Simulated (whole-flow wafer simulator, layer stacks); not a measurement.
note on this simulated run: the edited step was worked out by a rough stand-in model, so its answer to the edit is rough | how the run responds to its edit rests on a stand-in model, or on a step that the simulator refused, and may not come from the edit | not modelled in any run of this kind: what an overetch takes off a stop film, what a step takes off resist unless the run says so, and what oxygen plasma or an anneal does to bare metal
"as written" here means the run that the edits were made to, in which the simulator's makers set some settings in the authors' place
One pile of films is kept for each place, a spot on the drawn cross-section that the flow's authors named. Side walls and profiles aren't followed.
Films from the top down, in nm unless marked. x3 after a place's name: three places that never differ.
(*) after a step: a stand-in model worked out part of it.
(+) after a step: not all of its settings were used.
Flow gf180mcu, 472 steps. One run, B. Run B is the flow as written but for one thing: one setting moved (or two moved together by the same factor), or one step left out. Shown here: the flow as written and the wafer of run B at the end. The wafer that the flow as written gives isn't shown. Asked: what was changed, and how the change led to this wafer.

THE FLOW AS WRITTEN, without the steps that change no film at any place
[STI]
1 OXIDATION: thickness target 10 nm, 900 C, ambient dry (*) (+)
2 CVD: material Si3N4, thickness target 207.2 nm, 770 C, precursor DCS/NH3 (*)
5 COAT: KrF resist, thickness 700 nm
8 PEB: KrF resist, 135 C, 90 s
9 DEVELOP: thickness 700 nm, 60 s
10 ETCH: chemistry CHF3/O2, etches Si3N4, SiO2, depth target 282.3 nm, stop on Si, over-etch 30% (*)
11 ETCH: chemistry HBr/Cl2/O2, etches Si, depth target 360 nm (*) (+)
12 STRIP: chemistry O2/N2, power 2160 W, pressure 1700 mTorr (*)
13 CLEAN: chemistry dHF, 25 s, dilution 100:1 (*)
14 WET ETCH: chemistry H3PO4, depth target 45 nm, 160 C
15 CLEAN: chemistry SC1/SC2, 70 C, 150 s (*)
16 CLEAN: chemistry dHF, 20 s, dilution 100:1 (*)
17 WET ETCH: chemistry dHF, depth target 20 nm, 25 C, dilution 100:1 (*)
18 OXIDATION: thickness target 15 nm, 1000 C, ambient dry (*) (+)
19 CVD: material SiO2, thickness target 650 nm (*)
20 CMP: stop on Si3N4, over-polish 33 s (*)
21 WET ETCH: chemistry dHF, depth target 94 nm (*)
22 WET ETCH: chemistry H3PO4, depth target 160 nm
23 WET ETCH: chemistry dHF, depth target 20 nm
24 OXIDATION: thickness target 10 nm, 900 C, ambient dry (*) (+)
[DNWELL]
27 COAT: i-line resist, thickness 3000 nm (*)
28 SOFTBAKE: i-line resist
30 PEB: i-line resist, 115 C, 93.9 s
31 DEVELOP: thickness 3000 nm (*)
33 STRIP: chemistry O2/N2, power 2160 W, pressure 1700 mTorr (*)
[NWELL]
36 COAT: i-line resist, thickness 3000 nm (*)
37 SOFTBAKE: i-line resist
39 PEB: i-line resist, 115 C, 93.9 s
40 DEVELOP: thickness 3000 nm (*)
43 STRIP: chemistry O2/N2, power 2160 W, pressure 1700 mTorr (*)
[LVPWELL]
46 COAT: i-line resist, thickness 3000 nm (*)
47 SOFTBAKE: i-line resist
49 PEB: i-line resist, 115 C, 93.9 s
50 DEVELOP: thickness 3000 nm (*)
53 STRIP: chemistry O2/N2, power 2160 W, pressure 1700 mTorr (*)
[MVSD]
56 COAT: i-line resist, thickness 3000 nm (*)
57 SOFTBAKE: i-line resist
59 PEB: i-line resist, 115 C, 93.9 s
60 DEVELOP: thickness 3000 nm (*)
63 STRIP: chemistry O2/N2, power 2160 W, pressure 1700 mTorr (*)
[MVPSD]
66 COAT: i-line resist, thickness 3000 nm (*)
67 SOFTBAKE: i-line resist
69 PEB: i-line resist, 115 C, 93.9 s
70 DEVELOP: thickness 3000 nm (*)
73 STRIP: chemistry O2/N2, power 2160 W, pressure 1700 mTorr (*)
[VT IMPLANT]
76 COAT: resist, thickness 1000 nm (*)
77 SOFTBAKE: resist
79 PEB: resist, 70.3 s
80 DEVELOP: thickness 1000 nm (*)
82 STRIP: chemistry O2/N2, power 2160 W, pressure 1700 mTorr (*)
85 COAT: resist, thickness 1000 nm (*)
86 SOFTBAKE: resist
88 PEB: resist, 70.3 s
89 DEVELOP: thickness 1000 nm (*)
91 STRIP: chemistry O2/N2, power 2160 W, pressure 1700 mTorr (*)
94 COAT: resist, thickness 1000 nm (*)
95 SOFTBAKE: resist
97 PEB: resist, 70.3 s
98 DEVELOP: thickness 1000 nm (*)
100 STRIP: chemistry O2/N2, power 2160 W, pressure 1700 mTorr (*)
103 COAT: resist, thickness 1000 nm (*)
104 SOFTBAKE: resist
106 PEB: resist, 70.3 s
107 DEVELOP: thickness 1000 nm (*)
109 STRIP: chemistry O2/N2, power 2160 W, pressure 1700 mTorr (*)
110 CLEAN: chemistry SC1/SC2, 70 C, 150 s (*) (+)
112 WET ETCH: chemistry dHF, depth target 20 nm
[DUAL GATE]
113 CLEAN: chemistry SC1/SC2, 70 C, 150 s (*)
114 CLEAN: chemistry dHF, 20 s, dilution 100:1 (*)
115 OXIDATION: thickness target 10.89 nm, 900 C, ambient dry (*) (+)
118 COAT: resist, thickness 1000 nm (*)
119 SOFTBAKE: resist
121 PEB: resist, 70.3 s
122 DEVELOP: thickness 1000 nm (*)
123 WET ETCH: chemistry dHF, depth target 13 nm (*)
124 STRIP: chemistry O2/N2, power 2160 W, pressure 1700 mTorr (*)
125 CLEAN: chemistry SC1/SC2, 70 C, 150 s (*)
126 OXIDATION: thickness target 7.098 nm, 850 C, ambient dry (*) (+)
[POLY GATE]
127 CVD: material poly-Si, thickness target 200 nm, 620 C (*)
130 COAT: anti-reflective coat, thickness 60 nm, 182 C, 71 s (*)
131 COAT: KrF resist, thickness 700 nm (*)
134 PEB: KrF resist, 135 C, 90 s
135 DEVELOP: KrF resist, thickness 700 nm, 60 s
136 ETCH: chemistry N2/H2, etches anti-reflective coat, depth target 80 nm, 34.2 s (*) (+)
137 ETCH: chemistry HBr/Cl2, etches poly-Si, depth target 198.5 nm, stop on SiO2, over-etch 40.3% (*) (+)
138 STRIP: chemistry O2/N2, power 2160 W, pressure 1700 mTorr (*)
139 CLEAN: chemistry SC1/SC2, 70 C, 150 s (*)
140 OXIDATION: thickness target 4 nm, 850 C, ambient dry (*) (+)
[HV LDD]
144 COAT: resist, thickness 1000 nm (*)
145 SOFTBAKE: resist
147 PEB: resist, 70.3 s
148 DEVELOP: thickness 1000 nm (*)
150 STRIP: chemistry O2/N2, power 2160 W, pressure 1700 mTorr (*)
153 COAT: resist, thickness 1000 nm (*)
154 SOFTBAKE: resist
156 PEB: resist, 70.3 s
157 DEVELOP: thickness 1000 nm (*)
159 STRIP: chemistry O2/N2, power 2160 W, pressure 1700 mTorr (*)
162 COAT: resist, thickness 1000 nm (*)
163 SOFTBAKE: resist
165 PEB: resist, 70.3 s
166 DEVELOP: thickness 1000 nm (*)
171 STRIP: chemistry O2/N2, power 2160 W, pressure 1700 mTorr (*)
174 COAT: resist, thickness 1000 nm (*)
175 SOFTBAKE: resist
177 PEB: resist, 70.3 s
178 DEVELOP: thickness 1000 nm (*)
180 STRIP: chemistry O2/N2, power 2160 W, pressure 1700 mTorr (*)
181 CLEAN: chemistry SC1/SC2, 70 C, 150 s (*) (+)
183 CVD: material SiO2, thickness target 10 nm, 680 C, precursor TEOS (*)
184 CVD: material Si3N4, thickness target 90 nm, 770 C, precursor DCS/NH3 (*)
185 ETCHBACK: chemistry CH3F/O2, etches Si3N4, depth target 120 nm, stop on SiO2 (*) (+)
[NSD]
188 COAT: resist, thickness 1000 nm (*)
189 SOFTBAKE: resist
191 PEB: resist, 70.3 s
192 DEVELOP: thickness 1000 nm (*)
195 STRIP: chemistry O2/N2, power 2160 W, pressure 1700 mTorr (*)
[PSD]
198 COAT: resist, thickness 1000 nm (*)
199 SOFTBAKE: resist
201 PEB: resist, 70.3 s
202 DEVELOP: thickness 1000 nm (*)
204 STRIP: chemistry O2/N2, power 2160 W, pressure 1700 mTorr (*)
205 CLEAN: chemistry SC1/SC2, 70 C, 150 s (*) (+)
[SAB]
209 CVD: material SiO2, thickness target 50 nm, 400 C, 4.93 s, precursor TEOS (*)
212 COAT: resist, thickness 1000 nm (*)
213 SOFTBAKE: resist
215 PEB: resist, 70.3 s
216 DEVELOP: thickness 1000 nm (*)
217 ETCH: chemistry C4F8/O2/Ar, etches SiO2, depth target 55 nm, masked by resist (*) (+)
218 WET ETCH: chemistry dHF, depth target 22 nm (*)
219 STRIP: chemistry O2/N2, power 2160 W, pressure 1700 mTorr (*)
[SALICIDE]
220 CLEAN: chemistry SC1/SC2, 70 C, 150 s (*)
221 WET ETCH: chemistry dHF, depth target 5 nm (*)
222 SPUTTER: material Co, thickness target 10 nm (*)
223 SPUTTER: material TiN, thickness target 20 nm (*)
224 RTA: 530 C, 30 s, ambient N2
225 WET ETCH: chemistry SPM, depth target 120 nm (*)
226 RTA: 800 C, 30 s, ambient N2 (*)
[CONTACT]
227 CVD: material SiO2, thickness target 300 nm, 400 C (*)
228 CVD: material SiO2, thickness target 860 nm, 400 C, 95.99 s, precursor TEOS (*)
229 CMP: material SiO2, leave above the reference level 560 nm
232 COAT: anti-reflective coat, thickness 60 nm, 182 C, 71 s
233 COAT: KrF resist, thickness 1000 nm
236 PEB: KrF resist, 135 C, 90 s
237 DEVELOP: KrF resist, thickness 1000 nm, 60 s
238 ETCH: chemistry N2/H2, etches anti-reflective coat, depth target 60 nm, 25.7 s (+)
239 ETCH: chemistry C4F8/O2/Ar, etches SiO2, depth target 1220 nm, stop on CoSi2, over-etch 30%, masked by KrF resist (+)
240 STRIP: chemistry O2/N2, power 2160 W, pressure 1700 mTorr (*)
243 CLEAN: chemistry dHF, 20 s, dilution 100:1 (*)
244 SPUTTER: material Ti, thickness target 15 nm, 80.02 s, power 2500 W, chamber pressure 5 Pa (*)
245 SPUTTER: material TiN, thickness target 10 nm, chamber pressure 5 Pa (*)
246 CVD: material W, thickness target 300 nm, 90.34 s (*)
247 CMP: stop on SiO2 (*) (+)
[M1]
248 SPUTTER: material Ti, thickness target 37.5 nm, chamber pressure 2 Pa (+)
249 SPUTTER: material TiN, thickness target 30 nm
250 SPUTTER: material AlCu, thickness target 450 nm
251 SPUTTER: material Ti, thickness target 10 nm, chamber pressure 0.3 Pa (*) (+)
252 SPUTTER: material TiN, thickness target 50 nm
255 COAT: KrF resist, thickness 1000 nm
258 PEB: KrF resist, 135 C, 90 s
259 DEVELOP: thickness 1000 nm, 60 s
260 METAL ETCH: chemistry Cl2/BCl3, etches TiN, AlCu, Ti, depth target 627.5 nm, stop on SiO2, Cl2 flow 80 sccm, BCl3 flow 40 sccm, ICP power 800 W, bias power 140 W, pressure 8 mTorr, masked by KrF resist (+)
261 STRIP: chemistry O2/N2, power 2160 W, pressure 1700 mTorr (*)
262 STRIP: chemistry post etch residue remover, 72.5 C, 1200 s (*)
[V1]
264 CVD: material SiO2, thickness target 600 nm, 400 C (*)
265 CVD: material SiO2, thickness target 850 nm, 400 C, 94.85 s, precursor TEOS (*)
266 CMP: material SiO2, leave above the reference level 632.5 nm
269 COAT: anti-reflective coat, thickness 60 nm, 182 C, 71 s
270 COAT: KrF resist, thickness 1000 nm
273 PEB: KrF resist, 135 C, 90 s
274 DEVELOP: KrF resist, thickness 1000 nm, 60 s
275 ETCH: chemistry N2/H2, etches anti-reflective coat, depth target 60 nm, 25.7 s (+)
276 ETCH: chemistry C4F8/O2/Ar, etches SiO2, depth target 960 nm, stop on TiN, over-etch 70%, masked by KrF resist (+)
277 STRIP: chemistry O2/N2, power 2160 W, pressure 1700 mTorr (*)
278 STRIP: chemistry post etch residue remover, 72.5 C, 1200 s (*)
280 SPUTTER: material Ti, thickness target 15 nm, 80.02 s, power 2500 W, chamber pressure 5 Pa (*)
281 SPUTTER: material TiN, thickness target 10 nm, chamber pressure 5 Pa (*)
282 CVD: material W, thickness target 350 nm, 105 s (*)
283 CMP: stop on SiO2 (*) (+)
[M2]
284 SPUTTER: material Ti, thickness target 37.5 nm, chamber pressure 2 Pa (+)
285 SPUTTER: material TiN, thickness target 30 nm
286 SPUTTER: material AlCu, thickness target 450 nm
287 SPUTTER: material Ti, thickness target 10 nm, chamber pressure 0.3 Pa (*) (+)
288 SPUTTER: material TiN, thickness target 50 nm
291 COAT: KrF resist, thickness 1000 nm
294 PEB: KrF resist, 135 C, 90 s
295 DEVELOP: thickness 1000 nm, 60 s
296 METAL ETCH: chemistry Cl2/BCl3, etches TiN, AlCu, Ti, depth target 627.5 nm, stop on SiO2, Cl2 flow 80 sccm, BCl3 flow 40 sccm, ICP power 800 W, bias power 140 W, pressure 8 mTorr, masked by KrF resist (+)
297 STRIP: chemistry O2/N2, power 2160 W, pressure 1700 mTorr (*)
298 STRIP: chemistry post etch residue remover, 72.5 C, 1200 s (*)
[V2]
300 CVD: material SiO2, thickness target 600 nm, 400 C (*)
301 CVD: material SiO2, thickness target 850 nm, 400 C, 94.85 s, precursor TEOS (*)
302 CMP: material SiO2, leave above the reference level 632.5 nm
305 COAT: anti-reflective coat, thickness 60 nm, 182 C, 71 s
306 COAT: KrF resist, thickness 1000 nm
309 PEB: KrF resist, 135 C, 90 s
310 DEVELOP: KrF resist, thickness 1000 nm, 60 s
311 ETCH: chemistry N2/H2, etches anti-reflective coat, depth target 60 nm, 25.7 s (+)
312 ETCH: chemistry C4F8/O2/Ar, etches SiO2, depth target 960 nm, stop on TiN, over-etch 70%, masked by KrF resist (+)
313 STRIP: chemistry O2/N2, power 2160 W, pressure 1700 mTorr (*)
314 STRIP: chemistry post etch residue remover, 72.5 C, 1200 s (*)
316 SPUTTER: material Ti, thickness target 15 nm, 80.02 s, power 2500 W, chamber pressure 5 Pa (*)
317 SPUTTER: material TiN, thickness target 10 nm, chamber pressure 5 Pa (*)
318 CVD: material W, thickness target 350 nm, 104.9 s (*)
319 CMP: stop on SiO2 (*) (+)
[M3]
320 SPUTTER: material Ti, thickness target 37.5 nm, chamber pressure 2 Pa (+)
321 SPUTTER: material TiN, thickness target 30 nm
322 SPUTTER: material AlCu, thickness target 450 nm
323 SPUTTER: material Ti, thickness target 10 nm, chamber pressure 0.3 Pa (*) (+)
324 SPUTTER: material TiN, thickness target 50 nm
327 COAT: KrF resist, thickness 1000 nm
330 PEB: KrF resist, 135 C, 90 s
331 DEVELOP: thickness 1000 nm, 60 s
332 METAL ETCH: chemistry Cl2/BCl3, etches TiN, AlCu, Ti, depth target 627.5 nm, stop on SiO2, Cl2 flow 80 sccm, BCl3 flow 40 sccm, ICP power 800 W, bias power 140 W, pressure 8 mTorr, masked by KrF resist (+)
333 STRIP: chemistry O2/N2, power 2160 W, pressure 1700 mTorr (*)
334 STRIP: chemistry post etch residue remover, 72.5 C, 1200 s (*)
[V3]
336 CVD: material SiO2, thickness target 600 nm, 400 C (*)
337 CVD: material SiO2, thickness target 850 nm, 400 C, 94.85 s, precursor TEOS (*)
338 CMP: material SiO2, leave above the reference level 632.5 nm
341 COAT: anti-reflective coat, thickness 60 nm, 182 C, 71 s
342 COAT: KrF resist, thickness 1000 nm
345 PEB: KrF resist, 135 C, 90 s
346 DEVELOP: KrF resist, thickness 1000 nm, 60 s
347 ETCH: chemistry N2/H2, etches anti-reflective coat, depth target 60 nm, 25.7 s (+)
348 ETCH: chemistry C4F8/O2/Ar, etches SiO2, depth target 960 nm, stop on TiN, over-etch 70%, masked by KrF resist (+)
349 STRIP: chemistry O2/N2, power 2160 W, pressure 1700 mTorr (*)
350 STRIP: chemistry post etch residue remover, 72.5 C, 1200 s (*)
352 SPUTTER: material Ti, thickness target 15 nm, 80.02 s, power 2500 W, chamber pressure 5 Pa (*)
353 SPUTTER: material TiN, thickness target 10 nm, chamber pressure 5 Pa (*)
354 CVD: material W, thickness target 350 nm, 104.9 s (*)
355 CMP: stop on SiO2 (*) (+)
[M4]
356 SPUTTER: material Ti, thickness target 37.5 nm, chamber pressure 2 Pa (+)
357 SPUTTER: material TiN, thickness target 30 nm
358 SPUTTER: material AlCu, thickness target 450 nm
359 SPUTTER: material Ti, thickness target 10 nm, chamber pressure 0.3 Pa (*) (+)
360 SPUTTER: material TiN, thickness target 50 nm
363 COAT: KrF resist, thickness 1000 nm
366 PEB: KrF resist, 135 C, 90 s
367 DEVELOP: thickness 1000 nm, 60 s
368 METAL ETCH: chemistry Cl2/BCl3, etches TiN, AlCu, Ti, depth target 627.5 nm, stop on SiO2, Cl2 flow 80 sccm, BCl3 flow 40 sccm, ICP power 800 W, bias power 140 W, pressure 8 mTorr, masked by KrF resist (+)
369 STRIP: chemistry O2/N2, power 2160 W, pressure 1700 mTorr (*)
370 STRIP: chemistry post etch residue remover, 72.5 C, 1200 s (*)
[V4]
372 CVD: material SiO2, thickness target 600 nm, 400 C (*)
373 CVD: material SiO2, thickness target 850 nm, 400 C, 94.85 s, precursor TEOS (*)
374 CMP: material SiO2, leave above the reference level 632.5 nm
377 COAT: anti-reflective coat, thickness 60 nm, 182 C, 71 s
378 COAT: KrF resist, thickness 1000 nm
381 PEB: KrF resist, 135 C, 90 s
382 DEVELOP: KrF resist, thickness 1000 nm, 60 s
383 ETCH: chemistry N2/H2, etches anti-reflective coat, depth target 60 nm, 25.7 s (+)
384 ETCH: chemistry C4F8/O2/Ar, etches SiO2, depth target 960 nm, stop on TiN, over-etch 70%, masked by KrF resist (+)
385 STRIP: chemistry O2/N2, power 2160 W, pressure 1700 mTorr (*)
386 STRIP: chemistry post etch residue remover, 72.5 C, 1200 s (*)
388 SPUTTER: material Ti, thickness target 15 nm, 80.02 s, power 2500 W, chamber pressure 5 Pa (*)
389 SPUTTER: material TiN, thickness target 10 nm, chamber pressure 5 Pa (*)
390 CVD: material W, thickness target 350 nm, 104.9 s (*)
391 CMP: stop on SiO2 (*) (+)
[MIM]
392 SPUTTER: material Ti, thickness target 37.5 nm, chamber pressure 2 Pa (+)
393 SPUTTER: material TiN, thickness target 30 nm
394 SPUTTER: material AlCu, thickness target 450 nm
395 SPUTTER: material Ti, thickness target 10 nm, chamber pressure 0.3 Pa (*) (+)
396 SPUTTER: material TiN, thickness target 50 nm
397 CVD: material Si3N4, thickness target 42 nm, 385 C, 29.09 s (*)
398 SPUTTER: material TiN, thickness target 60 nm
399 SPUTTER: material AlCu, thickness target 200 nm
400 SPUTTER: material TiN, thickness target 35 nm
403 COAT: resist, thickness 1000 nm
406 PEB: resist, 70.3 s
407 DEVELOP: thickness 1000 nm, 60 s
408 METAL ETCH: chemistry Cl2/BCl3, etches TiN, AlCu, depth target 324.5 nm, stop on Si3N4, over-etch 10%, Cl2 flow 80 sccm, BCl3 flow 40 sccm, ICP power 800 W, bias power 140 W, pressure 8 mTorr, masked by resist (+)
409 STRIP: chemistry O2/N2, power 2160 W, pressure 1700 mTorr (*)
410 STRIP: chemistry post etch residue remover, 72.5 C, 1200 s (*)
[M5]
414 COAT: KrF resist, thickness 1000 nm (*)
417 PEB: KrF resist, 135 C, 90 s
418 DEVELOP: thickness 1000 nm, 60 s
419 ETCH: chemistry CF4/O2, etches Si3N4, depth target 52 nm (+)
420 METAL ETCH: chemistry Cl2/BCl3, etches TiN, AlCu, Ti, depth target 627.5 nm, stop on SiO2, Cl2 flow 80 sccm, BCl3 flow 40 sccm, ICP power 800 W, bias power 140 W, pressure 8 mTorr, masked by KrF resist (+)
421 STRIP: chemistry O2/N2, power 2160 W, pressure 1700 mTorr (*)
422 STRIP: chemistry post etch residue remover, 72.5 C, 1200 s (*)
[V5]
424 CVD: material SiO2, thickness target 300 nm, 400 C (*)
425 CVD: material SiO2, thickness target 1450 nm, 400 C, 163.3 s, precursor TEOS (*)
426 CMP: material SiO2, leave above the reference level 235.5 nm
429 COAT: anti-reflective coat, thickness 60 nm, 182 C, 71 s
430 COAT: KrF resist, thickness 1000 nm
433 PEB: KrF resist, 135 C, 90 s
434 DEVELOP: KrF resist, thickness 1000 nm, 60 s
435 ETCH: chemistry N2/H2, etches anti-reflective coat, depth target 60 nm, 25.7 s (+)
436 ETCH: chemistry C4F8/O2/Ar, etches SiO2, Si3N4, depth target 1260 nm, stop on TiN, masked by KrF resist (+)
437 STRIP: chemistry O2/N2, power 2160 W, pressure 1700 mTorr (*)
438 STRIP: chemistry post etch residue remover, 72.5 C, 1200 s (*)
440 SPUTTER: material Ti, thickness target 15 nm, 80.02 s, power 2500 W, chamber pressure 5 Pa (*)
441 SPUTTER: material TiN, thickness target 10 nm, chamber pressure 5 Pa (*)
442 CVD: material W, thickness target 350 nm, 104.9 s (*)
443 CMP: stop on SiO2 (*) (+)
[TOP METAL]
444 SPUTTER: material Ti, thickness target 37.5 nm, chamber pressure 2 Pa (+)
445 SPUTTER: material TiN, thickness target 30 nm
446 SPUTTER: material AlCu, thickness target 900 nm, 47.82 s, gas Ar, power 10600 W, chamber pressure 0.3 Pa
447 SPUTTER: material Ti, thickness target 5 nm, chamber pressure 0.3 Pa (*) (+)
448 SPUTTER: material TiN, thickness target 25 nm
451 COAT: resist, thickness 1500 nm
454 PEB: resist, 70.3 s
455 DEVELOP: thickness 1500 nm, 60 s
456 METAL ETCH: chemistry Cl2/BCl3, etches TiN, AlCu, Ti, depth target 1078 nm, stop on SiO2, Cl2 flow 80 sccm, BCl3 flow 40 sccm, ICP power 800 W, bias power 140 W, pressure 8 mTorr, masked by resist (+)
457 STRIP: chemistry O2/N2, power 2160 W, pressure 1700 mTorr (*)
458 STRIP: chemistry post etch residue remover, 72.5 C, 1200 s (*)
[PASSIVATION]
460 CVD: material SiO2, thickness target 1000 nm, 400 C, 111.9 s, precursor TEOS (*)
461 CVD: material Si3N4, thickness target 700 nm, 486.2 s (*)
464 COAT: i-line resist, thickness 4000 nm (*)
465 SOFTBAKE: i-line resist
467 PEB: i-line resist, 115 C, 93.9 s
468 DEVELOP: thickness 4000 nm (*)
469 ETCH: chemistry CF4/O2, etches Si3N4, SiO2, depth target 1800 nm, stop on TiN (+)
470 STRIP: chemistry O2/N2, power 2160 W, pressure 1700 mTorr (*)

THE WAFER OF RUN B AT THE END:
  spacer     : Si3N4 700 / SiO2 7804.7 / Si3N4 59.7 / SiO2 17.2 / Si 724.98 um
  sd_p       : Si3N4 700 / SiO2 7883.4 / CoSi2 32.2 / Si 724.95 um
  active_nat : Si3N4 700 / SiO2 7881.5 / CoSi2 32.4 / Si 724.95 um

The cause: step 184, CVD: thickness target 63.9 nm was run, where the flow has thickness target 90 nm.

How the change led to this, step by step:
  184 CVD: material Si3N4, thickness target 90 nm, 770 C, precursor DCS/NH3 (*)
      field, field__w1, field__w2 and 101 more: Si3N4 +63.9 (new film) (as written it would be: Si3N4 +90 (new film))
  185 ETCHBACK: chemistry CH3F/O2, etches Si3N4, depth target 120 nm, stop on SiO2 (*) (+)
      field, field__w1, field__w2 and 93 more: Si3N4 -63.9 (all of it), SiO2 -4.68 (as written it would be: Si3N4 -90 (all of it), SiO2 -2.5)
      p_well, sd_n, contact, active_nat, ld_drn_p, nplus_u, pplus_u: Si3N4 -63.9 (all of it), SiO2 -4.67 (as written it would be: Si3N4 -90 (all of it), SiO2 -2.5)
  188 COAT: resist, thickness 1000 nm (*)
      spacer: resist +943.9 (new film) (as written it would be: resist +920.2 (new film))
  189 SOFTBAKE: resist
      field: resist -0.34 (as written it would be: resist +3.56)
      field__w7: resist +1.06 (as written it would be: resist +1.57)
      (and at 7 more places)
  192 DEVELOP: thickness 1000 nm (*)
      spacer: resist -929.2 (all of it) (as written it would be: resist -905.9 (all of it))
  195 STRIP: chemistry O2/N2, power 2160 W, pressure 1700 mTorr (*)
      field: resist -1006 (all of it) (as written it would be: resist -1026.7 (all of it))
  198 COAT: resist, thickness 1000 nm (*)
      spacer: resist +943.9 (new film) (as written it would be: resist +920.2 (new film))
  199 SOFTBAKE: resist
      field: resist -0.34 (as written it would be: resist +3.56)
      field__w7: resist +1.06 (as written it would be: resist +1.57)
      (and at 7 more places)
  204 STRIP: chemistry O2/N2, power 2160 W, pressure 1700 mTorr (*)
      field: resist -1006 (all of it) (as written it would be: resist -1026.7 (all of it))
      spacer: resist -929.2 (all of it) (as written it would be: resist -905.9 (all of it))
  212 COAT: resist, thickness 1000 nm (*)
      spacer: resist +943.1 (new film) (as written it would be: resist +919.4 (new film))
  213 SOFTBAKE: resist
      field__w5: resist +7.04 (as written it would be: resist +7.65)
      field__w7: resist +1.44 (as written it would be: resist +1.97)
      (and at 4 more places)
  216 DEVELOP: thickness 1000 nm (*)
      spacer: resist -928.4 (all of it) (as written it would be: resist -905.1 (all of it))
  218 WET ETCH: chemistry dHF, depth target 22 nm (*)
      gate, gate_hv, gate_p and 23 more: SiO2 -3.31 (all of it) (as written it would be: SiO2 -5.48 (all of it))
      active, p_well, sd_n, iso_ptap_pw, iso_ntap_nw, iso_ptap_sub, vpnp_e: SiO2 -6.84 (all of it) (as written it would be: SiO2 -9.01 (all of it))
      (and at 16 more places)
  222 SPUTTER: material Co, thickness target 10 nm (*)
      field__w2: Co +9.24 (new film) (as written it would be: Co +8.65 (new film))
      field__w3: Co +8.83 (new film) (as written it would be: Co +8.06 (new film))
      (and at 4 more places)
  223 SPUTTER: material TiN, thickness target 20 nm (*)
      field__w2: TiN +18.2 (new film) (as written it would be: TiN +17 (new film))
      field__w3: TiN +17.3 (new film) (as written it would be: TiN +15.7 (new film))
      (and at 6 more places)
  224 RTA: 530 C, 30 s, ambient N2
      ld_sd_n: under 1 film: CoSi +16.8 (new film), Co -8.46 (all of it), Si -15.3 (as written it would be: under 1 film: CoSi +16.1 (new film), Co -8.09 (all of it), Si -14.7)
      ld_drn_n: under 1 film: CoSi +18.7 (new film), Co -9.38 (all of it), Si -17 (as written it would be: under 1 film: CoSi +17.9 (new film), Co -9.02 (all of it), Si -16.4)
      (and at 1 more place)
  ... 2 more steps ...
  229 CMP: material SiO2, leave above the reference level 560 nm
      spacer: SiO2 -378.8 (as written it would be: SiO2 -404.9)
